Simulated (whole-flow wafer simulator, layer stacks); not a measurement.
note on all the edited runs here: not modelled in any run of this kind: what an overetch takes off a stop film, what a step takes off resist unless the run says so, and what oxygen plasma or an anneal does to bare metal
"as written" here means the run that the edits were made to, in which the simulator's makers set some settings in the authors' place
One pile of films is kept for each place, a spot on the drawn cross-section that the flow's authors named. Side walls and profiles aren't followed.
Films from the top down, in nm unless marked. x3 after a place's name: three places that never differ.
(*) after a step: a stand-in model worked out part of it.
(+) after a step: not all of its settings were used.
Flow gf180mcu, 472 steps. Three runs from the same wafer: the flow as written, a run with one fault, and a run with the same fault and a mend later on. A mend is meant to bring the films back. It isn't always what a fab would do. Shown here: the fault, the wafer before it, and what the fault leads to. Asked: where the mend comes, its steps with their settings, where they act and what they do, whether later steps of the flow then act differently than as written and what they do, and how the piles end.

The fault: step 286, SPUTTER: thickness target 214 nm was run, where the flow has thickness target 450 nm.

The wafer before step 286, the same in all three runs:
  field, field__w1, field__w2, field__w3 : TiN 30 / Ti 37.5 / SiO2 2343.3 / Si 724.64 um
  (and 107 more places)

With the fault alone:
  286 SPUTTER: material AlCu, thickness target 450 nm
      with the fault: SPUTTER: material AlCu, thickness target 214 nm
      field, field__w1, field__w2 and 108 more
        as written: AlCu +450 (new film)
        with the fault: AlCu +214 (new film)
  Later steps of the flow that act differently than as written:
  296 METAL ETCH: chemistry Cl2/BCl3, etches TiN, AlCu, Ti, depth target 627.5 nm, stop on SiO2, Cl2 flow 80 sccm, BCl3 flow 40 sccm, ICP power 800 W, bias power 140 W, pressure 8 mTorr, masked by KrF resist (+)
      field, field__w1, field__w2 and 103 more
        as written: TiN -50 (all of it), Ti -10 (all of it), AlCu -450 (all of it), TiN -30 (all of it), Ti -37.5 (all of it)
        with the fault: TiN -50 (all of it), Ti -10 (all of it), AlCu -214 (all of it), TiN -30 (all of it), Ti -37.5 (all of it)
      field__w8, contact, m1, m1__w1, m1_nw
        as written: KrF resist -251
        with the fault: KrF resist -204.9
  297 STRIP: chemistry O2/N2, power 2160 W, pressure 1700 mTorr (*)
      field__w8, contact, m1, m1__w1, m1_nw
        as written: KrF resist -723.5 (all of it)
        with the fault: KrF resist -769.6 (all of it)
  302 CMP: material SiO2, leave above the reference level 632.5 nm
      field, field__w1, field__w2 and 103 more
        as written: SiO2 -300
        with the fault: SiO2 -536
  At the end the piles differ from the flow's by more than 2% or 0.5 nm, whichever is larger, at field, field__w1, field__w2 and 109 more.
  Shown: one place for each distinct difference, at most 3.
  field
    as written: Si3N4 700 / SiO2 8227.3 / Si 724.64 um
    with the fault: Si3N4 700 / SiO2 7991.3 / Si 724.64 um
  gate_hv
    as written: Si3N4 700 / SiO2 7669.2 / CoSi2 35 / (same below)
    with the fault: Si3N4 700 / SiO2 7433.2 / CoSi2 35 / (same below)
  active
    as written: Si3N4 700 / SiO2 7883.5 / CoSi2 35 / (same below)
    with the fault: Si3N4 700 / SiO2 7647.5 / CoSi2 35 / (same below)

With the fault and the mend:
  The mend comes after step 286.
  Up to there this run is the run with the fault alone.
  286a SPUTTER: material AlCu, thickness target 236 nm (the flow's step 286 once more, with other settings)
      field, field__w1, field__w2 and 108 more
        AlCu +236
  No later step of the flow acts differently than as written at any place that is followed.
  At the end the piles are the same as the flow's at every place that both follow.
